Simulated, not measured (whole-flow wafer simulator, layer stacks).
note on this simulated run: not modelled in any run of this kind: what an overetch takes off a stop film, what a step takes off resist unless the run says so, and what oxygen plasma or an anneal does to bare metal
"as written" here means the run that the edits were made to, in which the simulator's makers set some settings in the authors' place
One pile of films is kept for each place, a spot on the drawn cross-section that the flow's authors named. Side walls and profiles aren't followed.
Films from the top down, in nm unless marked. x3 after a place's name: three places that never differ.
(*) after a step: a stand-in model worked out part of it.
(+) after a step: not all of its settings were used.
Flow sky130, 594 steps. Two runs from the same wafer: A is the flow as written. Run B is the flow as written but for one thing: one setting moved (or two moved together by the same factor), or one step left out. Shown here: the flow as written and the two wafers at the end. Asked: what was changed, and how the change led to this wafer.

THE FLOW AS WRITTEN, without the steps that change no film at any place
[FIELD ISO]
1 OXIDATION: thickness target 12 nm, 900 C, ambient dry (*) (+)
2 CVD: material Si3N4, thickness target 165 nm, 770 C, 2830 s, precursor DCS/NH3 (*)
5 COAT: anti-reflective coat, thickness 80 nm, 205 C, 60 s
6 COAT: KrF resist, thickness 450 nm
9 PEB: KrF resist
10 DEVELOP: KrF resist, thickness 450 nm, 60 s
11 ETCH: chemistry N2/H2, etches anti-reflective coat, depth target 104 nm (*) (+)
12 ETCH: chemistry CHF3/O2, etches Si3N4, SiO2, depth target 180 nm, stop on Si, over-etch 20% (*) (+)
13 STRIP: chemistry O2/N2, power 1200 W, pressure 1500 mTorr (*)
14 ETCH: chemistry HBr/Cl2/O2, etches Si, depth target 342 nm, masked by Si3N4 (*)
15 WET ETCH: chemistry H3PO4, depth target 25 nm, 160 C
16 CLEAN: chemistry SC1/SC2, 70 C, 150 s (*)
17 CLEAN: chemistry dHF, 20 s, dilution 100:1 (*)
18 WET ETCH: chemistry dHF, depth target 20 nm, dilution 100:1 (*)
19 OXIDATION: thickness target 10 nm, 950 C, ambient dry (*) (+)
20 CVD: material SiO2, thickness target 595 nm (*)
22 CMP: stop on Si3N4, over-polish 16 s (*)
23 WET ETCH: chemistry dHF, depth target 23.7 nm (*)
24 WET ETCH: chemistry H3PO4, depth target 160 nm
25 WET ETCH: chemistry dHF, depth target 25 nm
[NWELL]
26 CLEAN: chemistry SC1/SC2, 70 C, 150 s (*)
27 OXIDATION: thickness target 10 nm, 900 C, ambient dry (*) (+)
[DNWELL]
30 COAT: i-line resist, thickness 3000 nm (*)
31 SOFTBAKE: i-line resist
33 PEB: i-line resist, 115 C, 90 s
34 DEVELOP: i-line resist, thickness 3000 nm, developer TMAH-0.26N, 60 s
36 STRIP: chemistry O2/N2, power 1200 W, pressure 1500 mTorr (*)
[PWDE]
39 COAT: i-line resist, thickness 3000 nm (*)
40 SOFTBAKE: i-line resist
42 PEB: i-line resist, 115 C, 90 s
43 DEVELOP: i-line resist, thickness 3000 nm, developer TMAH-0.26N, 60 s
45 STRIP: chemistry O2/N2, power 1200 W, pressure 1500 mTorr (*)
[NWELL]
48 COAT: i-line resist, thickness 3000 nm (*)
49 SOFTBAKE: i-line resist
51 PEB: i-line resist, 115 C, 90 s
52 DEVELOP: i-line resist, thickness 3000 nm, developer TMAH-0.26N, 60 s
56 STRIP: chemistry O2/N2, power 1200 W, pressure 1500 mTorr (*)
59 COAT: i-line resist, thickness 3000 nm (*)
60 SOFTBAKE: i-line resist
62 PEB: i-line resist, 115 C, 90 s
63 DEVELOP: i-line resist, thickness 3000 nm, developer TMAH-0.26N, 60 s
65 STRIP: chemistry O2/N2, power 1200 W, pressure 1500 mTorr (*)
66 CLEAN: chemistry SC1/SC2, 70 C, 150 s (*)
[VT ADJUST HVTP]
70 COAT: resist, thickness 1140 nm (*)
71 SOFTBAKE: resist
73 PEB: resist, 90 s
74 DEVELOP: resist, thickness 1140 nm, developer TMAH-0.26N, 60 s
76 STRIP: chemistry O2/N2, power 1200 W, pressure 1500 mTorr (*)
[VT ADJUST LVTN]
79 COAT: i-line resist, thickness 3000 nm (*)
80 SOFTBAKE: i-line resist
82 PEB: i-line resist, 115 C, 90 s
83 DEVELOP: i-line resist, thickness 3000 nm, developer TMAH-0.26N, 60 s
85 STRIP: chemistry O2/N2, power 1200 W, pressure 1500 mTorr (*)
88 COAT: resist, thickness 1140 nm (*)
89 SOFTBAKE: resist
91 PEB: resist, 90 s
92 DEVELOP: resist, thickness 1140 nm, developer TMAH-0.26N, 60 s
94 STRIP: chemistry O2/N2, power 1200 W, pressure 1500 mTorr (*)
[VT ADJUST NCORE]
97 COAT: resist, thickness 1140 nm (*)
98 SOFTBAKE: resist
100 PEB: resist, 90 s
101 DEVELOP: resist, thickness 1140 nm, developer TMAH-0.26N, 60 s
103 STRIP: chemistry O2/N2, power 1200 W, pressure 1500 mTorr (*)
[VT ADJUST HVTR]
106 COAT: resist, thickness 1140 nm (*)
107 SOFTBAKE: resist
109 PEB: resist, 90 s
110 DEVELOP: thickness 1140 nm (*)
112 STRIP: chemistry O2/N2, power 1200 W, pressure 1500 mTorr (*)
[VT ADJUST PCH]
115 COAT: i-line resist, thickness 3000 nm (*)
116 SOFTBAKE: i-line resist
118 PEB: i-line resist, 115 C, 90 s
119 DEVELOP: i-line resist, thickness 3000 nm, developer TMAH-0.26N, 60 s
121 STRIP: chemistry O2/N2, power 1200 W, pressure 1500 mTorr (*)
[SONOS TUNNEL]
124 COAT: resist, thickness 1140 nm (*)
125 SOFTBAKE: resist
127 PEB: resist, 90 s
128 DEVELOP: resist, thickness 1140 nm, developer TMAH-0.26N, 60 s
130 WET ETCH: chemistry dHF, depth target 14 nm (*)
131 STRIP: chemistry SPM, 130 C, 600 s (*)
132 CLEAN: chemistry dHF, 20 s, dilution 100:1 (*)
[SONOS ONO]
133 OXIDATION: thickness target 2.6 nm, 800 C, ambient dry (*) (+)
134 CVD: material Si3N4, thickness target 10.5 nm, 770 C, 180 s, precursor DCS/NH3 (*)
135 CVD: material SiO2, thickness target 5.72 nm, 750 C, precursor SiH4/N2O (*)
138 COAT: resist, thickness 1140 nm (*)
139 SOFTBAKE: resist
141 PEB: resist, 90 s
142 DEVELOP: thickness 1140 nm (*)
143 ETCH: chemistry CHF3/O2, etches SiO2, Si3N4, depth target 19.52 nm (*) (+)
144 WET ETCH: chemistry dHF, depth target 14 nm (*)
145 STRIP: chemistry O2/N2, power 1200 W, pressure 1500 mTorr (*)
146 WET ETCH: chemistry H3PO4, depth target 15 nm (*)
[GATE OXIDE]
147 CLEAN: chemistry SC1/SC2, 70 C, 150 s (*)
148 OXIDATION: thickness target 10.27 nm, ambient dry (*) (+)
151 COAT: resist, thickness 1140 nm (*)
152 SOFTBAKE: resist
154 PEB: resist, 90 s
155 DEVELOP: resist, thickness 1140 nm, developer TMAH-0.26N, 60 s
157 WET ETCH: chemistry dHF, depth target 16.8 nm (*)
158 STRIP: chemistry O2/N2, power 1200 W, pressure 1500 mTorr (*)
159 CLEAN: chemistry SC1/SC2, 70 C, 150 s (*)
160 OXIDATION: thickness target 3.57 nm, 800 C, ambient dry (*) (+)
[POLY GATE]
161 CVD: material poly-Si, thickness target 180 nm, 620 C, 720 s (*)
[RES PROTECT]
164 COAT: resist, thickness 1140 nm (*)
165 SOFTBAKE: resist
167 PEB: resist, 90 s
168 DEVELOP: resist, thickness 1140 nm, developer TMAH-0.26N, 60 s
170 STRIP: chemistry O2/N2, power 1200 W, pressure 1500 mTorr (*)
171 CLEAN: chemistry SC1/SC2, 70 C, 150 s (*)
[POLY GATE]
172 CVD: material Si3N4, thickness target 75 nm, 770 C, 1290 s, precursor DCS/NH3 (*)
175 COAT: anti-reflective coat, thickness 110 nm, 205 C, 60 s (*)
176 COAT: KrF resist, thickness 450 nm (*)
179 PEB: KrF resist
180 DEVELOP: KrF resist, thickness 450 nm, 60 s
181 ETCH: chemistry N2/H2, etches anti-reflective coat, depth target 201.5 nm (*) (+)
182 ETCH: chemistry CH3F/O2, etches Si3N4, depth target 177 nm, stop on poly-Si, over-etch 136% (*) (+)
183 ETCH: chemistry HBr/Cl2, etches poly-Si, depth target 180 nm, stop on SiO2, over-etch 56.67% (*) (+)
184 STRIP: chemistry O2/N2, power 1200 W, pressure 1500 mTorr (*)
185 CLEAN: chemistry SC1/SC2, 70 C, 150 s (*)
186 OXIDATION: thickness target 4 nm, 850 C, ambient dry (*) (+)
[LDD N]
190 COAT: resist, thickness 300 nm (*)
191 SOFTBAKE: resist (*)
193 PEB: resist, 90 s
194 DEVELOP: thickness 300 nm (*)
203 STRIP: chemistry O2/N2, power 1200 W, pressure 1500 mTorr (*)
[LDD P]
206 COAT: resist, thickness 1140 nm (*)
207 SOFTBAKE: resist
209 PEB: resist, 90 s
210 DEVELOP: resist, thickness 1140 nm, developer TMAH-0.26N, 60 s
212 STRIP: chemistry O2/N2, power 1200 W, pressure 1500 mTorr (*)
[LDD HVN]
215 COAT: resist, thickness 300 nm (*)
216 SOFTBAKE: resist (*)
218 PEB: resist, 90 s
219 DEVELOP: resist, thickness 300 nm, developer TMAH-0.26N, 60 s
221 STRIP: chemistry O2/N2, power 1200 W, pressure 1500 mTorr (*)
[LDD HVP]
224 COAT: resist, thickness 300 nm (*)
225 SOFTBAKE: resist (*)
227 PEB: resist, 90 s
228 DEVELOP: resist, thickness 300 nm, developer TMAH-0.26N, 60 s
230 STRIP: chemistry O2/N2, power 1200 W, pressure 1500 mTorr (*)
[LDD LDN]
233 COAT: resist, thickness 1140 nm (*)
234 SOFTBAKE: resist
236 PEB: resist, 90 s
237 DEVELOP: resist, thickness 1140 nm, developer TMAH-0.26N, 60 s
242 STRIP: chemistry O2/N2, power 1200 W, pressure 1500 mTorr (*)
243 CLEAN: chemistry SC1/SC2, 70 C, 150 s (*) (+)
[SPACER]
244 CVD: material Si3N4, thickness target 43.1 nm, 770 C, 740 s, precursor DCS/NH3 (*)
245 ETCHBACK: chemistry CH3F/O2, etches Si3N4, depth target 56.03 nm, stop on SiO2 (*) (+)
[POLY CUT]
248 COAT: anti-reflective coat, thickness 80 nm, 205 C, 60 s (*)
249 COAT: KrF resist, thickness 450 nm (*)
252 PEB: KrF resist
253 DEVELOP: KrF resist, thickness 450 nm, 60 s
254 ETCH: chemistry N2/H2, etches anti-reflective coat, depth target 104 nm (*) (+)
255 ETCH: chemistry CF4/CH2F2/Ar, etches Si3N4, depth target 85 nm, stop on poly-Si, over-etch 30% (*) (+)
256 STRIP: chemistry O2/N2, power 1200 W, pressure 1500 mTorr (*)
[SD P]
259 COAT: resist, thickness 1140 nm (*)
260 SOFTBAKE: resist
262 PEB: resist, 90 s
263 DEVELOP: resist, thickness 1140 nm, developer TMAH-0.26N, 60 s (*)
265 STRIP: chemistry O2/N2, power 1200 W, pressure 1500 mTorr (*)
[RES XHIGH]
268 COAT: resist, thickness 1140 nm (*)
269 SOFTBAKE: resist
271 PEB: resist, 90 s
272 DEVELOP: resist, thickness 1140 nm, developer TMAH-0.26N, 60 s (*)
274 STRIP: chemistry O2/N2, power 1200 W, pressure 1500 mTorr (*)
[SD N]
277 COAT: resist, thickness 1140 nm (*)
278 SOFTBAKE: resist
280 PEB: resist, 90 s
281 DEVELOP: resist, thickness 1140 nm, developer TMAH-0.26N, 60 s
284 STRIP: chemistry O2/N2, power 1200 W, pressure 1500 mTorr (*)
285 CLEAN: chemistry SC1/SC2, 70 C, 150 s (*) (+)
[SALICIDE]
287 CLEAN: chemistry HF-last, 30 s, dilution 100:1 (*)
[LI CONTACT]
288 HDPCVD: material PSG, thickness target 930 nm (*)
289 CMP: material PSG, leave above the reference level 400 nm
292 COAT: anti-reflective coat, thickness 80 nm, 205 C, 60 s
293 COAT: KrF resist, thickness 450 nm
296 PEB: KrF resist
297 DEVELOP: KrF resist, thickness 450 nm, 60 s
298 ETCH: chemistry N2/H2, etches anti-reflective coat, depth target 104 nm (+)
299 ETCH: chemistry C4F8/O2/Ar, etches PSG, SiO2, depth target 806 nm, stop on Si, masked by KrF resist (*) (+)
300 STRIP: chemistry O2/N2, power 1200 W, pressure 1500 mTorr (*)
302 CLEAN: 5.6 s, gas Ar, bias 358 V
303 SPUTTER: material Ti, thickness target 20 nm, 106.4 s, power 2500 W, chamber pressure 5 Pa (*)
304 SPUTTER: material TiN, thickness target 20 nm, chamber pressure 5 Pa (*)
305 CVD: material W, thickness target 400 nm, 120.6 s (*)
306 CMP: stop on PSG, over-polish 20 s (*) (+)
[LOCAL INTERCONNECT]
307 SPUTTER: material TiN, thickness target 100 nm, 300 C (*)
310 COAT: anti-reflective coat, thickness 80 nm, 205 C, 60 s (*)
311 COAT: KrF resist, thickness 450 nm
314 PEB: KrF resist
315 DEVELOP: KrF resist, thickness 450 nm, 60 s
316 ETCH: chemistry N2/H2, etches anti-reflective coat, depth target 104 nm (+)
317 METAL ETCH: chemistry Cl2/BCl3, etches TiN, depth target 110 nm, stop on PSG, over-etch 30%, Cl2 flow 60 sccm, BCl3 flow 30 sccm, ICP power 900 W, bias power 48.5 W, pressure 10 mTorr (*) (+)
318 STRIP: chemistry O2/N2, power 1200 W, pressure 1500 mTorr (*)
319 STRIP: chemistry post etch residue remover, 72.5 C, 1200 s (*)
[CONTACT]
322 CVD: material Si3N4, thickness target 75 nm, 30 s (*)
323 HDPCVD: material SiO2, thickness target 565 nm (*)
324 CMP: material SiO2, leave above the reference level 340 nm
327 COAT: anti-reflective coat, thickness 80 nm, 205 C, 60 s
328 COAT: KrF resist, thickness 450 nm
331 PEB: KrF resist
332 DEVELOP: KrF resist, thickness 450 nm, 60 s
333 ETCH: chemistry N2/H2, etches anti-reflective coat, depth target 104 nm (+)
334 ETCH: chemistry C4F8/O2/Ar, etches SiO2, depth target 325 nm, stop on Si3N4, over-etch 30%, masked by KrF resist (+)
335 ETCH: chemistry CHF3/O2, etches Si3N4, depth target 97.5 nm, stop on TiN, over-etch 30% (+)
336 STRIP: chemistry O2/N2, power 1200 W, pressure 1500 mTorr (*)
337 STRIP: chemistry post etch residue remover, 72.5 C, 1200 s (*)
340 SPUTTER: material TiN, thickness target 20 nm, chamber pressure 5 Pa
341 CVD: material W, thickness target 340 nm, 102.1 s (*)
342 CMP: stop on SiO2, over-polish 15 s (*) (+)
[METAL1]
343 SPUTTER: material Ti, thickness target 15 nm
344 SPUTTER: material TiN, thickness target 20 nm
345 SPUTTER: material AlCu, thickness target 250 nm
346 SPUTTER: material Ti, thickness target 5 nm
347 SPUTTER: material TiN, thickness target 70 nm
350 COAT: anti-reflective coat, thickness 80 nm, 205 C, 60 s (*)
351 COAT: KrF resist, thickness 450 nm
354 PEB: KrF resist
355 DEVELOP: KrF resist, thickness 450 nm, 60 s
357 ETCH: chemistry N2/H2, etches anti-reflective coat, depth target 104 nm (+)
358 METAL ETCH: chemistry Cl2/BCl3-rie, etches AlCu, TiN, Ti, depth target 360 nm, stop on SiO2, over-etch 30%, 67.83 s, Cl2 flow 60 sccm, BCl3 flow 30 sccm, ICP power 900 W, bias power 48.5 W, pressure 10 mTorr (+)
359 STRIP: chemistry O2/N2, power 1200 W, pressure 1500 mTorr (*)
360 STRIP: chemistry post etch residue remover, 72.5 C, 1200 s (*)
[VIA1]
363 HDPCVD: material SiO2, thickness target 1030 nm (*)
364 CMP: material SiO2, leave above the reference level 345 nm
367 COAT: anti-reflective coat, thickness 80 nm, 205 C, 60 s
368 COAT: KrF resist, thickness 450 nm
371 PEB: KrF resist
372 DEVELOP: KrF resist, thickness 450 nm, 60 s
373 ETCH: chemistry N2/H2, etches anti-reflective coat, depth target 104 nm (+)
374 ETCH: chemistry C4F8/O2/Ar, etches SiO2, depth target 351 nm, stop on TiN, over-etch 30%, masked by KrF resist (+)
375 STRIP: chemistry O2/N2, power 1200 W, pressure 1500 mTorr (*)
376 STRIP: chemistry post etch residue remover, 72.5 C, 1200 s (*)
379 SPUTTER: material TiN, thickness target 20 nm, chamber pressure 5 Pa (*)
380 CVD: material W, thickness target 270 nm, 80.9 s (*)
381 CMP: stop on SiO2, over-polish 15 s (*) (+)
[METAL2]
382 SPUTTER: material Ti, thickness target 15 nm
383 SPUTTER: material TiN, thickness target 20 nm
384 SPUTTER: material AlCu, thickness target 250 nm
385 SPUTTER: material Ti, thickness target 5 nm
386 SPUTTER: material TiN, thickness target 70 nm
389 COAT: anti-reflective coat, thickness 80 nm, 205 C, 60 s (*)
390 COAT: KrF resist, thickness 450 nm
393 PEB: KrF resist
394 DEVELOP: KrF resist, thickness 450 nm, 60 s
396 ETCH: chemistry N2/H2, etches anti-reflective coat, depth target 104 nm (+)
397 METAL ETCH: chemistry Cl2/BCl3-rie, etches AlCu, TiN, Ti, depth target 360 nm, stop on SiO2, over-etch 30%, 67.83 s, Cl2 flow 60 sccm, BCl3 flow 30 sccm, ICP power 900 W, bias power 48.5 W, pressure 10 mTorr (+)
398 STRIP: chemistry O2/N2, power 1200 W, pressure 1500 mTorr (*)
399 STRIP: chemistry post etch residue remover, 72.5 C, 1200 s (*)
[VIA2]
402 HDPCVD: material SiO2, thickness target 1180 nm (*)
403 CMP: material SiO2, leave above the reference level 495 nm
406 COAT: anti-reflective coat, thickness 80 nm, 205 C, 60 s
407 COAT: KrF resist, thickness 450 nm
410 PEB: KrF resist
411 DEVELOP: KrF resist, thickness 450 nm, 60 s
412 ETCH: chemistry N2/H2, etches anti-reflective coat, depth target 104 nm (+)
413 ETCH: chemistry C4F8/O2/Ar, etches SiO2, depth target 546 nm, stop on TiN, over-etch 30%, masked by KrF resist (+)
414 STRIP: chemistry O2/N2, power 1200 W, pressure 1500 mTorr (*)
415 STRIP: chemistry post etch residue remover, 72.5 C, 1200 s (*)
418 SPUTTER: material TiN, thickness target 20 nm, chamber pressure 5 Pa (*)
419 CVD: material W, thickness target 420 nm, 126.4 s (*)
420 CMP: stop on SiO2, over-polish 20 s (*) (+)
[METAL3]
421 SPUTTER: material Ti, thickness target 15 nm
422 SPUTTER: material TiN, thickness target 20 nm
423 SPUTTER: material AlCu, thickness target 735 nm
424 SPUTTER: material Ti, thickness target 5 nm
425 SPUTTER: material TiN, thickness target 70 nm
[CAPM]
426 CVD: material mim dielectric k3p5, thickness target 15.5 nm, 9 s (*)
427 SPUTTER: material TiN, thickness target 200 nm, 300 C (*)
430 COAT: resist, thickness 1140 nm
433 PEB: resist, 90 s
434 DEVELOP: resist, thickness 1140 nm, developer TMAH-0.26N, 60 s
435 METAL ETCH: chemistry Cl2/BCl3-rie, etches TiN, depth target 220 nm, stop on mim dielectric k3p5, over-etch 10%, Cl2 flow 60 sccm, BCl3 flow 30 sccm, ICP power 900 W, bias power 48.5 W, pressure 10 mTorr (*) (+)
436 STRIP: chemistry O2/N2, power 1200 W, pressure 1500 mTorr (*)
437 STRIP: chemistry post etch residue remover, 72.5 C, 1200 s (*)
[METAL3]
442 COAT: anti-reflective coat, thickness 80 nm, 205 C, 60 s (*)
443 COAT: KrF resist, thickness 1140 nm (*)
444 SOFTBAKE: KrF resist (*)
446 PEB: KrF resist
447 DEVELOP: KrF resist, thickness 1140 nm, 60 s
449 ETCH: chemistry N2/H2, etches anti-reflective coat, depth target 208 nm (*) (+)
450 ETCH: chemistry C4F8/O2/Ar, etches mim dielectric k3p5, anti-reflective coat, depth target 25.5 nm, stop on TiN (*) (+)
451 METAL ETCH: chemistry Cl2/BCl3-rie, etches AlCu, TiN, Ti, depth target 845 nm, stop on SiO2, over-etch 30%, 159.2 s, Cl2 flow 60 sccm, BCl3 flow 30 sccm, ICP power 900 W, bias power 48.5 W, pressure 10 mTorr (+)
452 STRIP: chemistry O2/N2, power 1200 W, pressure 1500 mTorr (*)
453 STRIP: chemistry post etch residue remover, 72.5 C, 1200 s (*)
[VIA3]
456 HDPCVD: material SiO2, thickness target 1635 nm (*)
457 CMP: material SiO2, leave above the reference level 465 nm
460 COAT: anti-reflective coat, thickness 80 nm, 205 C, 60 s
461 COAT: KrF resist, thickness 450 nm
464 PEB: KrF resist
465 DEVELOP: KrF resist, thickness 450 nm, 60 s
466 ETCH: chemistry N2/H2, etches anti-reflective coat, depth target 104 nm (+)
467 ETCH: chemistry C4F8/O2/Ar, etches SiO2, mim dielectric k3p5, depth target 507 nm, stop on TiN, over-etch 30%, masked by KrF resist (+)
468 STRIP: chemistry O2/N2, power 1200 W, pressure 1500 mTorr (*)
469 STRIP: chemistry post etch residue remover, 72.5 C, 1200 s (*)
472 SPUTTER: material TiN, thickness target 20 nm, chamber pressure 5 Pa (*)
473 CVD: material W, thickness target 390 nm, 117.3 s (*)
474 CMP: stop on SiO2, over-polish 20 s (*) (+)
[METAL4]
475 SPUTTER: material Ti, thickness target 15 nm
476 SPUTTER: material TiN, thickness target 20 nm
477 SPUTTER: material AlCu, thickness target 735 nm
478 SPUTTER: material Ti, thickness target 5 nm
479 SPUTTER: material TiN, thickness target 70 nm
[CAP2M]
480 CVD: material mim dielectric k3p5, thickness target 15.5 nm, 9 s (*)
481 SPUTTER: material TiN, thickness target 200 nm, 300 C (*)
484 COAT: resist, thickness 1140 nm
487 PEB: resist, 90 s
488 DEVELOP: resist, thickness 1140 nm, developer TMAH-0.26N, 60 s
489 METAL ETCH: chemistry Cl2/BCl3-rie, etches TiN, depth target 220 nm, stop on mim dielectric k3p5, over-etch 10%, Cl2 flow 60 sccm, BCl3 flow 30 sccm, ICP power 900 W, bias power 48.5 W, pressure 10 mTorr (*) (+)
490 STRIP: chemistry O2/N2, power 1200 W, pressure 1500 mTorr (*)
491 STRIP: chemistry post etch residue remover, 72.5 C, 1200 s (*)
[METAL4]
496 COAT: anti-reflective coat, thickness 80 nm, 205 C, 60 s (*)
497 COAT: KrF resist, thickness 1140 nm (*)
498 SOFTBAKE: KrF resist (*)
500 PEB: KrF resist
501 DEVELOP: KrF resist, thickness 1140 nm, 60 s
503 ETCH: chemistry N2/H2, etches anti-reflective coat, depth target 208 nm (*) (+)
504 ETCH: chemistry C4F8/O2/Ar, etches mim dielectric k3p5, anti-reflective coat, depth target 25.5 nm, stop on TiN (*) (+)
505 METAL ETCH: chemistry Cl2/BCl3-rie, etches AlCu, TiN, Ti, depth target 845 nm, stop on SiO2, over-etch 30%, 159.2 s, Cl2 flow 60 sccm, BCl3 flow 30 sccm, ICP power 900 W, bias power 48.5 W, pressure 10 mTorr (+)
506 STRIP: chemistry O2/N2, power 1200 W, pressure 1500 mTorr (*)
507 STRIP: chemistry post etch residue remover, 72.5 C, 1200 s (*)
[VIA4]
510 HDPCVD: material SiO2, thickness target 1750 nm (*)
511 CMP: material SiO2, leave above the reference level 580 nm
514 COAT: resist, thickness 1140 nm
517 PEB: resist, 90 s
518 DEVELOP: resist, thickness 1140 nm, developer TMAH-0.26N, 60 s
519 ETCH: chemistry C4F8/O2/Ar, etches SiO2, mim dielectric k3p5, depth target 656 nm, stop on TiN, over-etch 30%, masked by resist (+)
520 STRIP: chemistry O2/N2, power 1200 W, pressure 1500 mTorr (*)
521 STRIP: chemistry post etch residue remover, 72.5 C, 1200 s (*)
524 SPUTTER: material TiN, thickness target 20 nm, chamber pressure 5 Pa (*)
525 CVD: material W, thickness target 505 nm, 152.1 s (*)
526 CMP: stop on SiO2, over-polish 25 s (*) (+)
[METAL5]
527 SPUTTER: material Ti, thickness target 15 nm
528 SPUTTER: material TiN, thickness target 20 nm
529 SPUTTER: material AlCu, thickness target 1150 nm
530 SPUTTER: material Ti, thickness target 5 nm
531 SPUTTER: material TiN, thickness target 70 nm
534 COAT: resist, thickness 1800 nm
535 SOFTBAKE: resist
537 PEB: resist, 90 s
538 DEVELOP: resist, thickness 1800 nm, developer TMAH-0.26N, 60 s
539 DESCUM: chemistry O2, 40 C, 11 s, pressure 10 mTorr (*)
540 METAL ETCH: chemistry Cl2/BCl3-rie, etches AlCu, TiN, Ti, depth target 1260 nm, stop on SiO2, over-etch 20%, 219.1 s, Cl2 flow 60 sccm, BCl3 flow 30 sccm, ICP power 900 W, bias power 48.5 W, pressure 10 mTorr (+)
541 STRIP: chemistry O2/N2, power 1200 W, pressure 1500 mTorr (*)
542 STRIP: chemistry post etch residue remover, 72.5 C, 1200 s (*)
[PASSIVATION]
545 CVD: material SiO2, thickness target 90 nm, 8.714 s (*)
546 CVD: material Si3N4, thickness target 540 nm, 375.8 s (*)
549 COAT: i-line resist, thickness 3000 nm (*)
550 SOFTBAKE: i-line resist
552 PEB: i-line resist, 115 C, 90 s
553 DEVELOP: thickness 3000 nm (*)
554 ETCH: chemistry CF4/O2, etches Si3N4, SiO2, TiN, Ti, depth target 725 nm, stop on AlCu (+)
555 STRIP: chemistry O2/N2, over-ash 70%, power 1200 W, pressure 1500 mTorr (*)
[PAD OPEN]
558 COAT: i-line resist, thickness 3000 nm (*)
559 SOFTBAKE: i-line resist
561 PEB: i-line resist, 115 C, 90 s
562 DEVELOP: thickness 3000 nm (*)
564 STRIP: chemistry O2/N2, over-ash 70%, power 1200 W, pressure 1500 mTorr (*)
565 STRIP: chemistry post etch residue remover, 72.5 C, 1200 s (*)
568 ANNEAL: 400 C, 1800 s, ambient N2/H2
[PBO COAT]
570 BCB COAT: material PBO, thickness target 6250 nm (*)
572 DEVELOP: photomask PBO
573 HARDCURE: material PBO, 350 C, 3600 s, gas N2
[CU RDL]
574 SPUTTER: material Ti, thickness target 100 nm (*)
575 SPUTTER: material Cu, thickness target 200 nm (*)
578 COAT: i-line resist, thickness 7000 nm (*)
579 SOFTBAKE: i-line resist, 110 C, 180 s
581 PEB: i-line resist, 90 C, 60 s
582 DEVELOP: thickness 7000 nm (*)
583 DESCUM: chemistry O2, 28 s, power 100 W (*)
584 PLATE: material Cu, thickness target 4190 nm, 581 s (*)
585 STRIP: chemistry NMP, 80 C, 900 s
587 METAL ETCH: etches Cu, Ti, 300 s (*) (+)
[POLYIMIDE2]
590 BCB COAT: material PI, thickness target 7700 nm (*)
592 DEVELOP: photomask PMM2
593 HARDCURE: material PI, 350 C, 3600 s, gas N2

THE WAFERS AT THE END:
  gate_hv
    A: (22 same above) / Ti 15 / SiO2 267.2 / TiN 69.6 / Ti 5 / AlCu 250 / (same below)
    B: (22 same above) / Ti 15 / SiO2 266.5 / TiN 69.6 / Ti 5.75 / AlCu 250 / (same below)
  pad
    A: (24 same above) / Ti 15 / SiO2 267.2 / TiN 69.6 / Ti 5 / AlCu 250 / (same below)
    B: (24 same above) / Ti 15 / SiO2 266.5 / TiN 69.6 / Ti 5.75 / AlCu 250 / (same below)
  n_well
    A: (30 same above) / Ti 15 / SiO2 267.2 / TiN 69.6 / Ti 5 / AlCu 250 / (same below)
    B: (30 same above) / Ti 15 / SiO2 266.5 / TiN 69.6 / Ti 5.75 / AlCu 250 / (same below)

The cause: step 346, SPUTTER: thickness target 5.75 nm was run, where the flow has thickness target 5 nm.
It can be read off the wafer: gate_hv has Ti 5.75, and step 346 as written asks for 5 nm.

How the change led to this, step by step:
  346 SPUTTER: material Ti, thickness target 5 nm
      field, active, n_well and 188 more: A Ti +5 (new film) | B Ti +5.75 (new film)
  358 METAL ETCH: chemistry Cl2/BCl3-rie, etches AlCu, TiN, Ti, depth target 360 nm, stop on SiO2, over-etch 30%, 67.83 s, Cl2 flow 60 sccm, BCl3 flow 30 sccm, ICP power 900 W, bias power 48.5 W, pressure 10 mTorr (+)
      field, active, gate and 81 more: A TiN -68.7 (all of it), Ti -5 (all of it), AlCu -250 (all of it), TiN -20 (all of it), Ti -15 (all of it), SiO2 -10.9 | B TiN -68.7 (all of it), Ti -5.75 (all of it), AlCu -250 (all of it), TiN -20 (all of it), Ti -15 (all of it), SiO2 -10.9
